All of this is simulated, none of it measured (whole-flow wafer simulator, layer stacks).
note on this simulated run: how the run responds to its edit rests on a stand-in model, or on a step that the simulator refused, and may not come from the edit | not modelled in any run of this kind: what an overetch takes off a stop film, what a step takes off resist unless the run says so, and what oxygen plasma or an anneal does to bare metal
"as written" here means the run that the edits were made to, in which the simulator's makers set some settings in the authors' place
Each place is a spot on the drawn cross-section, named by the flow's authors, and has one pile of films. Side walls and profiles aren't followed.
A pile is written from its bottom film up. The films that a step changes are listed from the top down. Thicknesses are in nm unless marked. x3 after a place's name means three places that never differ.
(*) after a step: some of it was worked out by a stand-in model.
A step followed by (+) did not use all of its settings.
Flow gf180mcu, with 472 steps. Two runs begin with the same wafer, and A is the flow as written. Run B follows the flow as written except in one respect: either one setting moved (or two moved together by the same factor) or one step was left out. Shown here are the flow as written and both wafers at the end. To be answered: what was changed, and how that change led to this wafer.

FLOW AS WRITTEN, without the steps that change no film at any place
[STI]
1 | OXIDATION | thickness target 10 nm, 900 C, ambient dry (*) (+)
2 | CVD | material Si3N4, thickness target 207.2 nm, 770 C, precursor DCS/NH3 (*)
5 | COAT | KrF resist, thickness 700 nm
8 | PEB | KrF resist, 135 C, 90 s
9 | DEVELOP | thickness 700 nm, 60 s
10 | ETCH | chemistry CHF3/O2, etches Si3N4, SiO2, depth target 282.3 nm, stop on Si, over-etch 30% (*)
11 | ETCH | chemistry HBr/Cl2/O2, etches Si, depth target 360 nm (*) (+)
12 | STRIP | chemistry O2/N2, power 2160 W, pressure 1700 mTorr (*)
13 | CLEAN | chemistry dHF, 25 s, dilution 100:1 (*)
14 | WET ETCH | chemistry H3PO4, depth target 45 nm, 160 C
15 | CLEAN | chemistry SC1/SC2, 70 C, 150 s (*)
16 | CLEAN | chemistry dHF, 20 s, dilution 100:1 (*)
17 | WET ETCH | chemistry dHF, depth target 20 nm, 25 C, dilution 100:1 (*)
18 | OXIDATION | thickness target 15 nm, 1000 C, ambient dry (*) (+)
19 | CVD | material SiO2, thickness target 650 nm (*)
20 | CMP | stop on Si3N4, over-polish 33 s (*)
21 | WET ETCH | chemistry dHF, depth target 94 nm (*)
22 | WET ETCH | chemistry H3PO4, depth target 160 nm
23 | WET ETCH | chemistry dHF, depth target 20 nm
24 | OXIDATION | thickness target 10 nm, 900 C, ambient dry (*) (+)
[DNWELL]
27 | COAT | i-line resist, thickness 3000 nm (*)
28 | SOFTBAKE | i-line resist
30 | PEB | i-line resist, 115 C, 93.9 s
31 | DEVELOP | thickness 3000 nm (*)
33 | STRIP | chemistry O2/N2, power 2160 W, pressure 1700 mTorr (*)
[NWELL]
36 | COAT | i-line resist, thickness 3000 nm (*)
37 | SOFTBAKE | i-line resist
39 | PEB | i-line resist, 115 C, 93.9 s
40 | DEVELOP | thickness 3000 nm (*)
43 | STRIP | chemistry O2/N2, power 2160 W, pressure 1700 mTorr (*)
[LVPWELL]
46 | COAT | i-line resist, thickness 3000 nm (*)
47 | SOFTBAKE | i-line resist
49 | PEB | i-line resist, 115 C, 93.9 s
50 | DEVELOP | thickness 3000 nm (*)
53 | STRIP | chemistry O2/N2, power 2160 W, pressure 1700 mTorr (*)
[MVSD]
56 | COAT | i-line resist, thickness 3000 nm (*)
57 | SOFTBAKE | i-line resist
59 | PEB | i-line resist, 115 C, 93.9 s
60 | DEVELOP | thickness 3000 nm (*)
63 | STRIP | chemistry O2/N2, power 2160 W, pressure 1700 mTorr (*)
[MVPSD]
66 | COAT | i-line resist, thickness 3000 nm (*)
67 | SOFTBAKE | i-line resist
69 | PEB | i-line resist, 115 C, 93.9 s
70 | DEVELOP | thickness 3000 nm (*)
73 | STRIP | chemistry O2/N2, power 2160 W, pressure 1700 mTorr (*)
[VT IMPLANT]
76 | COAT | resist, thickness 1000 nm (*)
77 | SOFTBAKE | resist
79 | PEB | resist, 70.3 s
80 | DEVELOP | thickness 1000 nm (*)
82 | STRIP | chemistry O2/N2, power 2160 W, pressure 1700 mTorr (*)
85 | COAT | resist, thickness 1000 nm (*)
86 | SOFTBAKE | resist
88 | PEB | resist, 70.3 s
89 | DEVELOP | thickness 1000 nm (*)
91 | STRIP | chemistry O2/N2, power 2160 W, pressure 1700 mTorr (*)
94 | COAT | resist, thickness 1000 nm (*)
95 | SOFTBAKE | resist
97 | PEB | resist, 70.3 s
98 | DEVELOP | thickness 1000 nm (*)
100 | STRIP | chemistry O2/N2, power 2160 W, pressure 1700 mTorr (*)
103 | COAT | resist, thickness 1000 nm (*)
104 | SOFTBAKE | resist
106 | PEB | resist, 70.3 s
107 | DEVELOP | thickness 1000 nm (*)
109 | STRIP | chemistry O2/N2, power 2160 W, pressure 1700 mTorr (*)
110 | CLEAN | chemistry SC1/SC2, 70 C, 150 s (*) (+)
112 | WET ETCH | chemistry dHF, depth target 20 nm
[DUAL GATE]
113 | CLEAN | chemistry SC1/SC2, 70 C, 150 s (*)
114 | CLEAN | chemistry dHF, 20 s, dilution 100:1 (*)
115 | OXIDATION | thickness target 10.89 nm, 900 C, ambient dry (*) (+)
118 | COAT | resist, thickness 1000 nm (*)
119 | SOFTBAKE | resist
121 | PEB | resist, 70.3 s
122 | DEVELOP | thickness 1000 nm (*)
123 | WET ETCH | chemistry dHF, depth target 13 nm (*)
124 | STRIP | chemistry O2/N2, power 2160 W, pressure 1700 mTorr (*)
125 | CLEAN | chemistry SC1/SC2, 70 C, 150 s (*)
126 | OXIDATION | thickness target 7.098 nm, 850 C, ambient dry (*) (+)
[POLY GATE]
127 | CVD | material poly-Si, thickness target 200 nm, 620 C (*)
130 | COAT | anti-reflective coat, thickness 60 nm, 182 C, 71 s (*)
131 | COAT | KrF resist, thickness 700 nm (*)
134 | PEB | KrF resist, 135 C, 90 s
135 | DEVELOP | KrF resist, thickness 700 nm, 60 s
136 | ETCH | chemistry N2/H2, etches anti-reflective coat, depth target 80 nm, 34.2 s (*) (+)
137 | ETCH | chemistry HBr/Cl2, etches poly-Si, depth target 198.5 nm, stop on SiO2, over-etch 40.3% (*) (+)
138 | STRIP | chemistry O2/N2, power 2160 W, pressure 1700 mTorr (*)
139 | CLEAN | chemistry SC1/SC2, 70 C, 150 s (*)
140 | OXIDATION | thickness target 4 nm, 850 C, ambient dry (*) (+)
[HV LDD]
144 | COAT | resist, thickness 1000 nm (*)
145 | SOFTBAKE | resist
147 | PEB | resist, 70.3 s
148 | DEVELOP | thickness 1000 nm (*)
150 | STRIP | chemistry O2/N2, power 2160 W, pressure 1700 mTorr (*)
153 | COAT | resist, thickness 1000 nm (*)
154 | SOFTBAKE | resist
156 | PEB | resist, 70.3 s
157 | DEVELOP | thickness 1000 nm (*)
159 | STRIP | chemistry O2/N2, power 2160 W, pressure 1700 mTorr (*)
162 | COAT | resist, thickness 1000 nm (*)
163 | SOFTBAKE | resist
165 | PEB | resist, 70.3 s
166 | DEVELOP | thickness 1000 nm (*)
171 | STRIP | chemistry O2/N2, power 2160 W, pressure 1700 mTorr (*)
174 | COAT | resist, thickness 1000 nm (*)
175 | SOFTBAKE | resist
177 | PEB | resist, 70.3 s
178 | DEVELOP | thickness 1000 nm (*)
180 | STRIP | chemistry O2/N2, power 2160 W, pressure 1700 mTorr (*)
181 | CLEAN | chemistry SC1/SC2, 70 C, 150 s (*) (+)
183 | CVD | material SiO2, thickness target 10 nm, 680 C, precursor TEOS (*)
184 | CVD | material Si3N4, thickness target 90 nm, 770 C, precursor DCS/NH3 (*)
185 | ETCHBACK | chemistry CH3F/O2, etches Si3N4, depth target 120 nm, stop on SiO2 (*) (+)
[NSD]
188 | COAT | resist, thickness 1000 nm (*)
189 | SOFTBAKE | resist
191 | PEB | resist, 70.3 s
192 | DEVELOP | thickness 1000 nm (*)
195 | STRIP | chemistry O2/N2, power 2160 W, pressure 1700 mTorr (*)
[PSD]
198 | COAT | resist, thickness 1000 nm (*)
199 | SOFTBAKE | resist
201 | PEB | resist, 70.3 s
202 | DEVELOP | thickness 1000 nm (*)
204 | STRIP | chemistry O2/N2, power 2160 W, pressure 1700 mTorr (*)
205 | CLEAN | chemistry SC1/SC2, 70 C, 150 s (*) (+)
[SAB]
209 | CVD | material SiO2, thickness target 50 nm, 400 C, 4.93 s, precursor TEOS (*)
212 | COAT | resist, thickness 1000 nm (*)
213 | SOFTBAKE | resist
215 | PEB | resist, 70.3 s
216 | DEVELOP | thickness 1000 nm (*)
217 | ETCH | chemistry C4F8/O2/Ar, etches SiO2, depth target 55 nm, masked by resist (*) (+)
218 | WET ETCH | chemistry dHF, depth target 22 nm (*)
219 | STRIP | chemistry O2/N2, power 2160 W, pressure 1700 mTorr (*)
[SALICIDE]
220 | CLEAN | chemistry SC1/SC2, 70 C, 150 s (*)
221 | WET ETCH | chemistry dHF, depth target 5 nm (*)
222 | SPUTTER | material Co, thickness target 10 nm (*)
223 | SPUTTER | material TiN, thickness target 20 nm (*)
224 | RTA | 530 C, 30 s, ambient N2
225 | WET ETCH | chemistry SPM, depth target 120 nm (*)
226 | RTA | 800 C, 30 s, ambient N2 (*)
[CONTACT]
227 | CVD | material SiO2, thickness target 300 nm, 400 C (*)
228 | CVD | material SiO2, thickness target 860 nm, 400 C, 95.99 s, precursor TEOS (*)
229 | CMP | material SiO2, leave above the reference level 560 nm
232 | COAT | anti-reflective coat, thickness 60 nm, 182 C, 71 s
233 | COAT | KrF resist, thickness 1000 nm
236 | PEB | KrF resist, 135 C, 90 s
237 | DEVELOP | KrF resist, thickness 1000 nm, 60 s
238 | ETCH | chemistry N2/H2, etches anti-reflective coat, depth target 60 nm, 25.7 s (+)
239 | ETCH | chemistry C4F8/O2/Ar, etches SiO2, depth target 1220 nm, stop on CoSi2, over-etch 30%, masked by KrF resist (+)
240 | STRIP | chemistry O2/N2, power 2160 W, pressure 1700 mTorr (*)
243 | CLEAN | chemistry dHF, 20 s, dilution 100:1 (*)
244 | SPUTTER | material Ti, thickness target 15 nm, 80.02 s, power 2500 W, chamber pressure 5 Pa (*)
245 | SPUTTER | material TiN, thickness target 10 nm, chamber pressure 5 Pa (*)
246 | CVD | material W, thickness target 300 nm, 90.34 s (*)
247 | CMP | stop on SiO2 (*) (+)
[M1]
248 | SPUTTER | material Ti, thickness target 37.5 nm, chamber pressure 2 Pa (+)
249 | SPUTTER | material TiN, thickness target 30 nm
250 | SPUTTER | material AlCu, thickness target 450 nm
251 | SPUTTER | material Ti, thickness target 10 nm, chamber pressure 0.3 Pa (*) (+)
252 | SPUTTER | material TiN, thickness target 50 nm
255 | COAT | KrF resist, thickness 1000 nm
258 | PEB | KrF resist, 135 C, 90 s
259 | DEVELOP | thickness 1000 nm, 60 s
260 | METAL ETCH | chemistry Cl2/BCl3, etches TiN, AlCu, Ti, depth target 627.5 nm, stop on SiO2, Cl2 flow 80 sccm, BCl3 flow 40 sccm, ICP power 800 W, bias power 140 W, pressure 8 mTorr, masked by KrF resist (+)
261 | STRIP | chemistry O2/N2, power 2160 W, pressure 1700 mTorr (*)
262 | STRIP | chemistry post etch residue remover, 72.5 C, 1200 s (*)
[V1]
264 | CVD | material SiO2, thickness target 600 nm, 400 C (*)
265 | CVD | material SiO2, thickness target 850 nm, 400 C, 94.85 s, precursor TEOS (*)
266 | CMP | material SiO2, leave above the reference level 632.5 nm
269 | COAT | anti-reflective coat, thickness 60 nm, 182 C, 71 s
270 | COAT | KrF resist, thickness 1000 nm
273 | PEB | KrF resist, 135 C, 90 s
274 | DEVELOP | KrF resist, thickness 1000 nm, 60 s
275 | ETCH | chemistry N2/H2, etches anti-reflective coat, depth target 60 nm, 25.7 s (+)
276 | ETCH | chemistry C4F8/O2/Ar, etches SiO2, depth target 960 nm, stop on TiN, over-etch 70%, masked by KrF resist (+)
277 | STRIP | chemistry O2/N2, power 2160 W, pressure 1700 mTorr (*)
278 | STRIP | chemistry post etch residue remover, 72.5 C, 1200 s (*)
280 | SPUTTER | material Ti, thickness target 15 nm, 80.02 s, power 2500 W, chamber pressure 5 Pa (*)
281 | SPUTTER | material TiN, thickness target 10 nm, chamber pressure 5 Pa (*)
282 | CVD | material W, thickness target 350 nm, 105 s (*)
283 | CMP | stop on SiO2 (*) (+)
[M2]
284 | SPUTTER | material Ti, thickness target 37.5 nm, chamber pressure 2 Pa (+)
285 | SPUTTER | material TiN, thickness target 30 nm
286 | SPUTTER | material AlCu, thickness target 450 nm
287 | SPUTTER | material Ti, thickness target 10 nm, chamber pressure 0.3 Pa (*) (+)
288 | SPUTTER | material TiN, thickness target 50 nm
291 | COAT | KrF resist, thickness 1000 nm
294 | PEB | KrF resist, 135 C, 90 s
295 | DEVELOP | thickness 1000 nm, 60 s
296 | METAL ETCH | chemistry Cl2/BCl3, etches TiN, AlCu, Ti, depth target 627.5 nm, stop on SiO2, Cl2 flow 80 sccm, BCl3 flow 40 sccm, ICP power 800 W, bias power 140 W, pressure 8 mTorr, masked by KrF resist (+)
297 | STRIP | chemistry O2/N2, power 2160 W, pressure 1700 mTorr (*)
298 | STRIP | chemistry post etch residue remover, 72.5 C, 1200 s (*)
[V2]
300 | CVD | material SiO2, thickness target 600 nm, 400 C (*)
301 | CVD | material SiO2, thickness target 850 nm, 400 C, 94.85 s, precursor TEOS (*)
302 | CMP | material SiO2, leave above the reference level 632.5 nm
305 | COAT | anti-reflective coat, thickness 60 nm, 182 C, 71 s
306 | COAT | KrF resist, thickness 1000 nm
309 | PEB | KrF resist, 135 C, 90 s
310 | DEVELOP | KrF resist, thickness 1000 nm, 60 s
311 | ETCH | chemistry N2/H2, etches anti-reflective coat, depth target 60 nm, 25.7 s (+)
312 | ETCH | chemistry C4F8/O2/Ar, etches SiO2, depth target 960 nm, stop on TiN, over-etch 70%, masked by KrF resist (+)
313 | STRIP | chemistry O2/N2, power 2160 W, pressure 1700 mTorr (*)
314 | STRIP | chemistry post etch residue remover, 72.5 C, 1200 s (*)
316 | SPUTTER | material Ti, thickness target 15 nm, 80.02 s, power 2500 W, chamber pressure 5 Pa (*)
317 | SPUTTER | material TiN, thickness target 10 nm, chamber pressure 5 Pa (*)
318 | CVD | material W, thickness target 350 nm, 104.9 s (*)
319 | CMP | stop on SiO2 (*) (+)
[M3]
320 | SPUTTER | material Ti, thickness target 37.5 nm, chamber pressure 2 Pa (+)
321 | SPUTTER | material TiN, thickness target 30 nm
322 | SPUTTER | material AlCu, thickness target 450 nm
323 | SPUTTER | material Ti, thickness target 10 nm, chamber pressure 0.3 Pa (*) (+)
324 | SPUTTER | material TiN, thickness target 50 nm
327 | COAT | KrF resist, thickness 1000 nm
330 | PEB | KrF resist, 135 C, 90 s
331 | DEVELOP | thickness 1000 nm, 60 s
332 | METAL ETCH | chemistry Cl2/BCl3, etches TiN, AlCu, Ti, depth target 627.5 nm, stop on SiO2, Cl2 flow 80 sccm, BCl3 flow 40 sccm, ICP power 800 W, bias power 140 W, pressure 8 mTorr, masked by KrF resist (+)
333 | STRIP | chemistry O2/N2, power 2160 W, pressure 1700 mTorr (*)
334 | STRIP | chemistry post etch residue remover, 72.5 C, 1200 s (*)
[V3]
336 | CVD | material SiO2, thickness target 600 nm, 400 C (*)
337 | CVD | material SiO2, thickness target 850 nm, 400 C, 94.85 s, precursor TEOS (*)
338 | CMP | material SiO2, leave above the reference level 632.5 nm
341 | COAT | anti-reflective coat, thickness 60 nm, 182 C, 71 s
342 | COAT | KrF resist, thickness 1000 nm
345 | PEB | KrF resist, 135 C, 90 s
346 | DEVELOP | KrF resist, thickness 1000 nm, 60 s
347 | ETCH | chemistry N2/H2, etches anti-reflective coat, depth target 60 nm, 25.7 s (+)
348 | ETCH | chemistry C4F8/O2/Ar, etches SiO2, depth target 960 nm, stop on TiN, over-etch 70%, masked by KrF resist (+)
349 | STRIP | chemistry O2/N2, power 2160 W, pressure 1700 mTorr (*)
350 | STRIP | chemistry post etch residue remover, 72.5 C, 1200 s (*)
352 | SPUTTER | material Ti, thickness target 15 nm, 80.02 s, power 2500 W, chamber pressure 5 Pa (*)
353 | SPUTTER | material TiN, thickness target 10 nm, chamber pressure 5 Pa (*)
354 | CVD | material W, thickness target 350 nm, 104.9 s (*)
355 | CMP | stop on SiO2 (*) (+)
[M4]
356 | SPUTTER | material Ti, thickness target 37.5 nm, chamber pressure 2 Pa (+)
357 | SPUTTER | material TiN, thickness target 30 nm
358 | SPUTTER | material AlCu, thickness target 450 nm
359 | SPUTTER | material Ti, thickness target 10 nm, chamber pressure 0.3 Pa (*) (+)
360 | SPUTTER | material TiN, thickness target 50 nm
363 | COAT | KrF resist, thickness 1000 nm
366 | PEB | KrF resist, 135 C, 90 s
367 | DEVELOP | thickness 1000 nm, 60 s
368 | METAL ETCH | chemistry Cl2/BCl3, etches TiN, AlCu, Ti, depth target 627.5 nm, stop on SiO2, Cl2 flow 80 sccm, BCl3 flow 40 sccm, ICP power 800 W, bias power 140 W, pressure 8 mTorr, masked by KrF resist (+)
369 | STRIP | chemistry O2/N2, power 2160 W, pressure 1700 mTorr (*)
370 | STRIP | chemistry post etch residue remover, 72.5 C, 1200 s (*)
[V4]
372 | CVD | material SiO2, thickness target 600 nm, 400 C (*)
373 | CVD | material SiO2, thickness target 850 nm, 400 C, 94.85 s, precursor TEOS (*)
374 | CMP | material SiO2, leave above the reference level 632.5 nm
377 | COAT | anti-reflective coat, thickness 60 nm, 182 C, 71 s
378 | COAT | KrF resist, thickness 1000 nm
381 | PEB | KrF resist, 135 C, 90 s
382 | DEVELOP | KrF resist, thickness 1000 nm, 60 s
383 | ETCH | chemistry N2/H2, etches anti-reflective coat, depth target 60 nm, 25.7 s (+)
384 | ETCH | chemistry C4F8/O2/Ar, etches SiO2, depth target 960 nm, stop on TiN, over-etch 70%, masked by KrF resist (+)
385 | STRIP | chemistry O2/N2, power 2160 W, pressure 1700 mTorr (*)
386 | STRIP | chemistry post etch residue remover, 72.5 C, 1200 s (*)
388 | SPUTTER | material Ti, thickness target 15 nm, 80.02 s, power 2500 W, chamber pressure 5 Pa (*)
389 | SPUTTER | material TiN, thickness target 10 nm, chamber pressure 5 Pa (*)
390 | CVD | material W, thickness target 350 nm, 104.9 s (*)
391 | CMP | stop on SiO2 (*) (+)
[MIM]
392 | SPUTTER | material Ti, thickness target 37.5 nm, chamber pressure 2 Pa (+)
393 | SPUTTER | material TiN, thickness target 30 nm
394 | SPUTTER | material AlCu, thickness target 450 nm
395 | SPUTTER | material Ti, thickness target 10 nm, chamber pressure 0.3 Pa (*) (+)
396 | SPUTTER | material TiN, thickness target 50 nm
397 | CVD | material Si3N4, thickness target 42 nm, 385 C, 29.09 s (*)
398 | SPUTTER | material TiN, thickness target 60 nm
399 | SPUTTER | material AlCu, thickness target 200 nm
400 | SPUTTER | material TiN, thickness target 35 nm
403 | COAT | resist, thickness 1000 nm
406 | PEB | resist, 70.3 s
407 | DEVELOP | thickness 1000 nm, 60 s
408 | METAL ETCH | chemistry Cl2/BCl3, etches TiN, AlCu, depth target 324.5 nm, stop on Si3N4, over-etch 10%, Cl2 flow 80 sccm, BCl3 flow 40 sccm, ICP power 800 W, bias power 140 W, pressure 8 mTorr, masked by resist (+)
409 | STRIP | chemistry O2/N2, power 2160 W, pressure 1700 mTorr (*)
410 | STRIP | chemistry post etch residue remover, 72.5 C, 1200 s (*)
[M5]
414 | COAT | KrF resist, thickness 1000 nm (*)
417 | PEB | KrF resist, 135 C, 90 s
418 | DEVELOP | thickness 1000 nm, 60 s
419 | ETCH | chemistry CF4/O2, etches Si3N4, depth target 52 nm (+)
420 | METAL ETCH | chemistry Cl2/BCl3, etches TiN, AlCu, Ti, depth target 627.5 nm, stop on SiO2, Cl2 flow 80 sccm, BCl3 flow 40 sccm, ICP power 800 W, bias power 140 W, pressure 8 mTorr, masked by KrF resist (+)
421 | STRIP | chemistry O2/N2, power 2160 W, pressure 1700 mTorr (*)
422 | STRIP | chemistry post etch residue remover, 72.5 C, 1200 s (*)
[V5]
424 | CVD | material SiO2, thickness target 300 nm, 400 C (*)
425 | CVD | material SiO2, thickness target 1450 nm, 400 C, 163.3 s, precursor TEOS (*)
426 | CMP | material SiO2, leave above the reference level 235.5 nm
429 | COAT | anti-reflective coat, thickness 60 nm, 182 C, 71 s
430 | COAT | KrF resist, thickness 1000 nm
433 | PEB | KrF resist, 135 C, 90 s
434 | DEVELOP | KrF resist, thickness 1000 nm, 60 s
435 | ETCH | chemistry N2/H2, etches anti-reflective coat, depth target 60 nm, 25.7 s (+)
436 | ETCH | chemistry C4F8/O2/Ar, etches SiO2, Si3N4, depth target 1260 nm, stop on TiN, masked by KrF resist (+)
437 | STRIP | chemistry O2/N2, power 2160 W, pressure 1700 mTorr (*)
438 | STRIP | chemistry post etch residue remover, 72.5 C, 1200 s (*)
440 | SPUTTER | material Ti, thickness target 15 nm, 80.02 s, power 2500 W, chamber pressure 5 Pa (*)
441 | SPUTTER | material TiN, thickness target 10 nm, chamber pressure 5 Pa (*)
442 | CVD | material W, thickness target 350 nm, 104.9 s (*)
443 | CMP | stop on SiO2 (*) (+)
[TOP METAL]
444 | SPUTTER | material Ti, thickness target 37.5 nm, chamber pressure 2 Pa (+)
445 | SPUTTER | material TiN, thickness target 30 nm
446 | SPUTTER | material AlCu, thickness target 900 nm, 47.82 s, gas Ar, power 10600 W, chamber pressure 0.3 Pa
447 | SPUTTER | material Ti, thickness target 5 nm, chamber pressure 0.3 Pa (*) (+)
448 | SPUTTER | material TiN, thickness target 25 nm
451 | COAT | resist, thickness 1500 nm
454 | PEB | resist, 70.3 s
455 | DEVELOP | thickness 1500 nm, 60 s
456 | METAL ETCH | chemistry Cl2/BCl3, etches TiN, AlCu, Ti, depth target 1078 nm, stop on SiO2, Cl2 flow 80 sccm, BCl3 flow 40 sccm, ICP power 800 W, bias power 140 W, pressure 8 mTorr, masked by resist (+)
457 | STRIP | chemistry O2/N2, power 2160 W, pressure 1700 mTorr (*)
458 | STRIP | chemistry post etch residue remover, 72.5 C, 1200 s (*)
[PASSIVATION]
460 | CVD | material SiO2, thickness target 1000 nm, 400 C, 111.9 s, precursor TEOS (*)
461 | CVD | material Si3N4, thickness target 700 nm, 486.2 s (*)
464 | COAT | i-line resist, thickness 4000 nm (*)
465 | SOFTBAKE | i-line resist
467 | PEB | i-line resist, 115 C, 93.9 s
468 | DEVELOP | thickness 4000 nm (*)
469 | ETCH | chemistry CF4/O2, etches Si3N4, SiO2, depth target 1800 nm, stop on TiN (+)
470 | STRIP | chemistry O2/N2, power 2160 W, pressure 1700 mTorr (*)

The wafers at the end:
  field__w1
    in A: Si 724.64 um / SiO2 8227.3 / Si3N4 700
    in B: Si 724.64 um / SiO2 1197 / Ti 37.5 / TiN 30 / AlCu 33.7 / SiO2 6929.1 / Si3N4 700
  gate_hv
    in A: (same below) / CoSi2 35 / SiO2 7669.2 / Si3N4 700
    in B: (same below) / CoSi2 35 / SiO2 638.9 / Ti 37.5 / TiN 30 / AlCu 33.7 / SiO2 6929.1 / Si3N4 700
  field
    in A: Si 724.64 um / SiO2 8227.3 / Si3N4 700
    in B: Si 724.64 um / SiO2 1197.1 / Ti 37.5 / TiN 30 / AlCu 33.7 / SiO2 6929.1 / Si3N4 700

What caused this: step 260, METAL ETCH: depth target 470.6 nm was run, though the flow has depth target 627.5 nm.

The path from the change to this, step by step:
  260 | METAL ETCH | chemistry Cl2/BCl3, etches TiN, AlCu, Ti, depth target 627.5 nm, stop on SiO2, Cl2 flow 80 sccm, BCl3 flow 40 sccm, ICP power 800 W, bias power 140 W, pressure 8 mTorr, masked by KrF resist (+)
      field, field__w1, field__w2 and 99 more: A -50 TiN (all of it), -10 Ti (all of it), -450 AlCu (all of it), -30 TiN (all of it), -37.5 Ti (all of it) | B -50 TiN (all of it), -10 Ti (all of it), -410.6 AlCu
      field__w8, contact, m1 and 6 more: A -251 KrF resist | B -188.2 KrF resist
  261 | STRIP | chemistry O2/N2, power 2160 W, pressure 1700 mTorr (*)
      field__w8, contact, m1 and 6 more: A -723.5 KrF resist (all of it) | B -786.3 KrF resist (all of it)
  262 | STRIP | chemistry post etch residue remover, 72.5 C, 1200 s (*)
      field, field__w1, field__w2 and 99 more: A nothing | B -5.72 AlCu
  264 | CVD | material SiO2, thickness target 600 nm, 400 C (*)
      field, field__w1, field__w2 and 99 more: A +600 SiO2 | B +600 SiO2 (new film)
  266 | CMP | material SiO2, leave above the reference level 632.5 nm
      field, field__w1, field__w2 and 99 more: A -300 SiO2 | B -401.2 SiO2
Taking metal films that touch as one body, field__w1 has 1 body; the flow as written gives 0 bodies.
Taking metal films that touch as one body, gate_hv has 2 bodies (between them, from the top down: SiO2 638.9); the flow as written gives 1 body.
Taking metal films that touch as one body, field has 1 body; the flow as written gives 0 bodies.
